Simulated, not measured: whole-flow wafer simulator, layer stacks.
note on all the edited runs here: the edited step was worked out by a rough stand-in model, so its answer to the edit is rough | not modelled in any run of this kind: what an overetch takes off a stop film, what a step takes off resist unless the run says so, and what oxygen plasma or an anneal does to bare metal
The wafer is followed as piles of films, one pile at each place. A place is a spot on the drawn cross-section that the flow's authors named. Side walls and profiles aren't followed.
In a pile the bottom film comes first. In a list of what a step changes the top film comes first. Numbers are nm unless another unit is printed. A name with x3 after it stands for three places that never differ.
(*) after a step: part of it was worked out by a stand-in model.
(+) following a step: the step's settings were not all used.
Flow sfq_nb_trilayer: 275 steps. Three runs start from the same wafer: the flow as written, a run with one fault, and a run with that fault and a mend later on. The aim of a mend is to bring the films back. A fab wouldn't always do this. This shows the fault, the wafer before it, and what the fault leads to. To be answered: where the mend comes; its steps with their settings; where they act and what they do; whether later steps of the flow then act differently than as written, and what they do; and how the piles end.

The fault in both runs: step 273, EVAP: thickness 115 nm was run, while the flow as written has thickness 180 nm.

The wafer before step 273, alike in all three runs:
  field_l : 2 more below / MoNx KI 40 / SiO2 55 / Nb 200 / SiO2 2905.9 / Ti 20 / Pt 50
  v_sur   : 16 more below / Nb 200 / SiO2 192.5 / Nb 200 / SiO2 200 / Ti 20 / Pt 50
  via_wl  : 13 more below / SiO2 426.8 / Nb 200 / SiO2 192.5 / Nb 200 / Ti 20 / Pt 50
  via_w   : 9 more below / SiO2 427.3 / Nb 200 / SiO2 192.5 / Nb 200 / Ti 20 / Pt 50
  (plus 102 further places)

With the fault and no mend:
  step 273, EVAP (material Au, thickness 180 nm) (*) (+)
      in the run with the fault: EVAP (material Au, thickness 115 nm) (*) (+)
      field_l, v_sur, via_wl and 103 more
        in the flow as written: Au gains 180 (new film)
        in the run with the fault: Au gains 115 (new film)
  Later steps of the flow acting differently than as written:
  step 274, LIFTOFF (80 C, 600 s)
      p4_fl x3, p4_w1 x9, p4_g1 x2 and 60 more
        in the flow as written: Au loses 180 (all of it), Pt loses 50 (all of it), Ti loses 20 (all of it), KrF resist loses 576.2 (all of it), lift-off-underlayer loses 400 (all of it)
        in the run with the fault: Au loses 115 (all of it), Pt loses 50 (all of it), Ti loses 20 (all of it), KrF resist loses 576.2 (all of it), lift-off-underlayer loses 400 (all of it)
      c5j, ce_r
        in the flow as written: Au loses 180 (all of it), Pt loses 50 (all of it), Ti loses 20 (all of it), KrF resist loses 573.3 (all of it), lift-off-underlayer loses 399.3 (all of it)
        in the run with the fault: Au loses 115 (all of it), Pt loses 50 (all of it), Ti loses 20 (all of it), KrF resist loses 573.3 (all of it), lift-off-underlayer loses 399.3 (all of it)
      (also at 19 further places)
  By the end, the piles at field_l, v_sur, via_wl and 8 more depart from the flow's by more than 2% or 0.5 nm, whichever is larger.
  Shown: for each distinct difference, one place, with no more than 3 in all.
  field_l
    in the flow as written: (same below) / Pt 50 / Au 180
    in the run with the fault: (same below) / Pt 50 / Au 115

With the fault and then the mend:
  The mend stands after step 273.
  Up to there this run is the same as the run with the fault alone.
  step 273a, EVAP (material Au, thickness 65 nm) (*) (+) (the flow's step 273 again, with other settings)
      field_l, v_sur, via_wl and 103 more
        Au gains 65
  Later steps of the flow that are run all act as written at every place that is followed.
  The piles end the same as the flow's at every place that both follow.
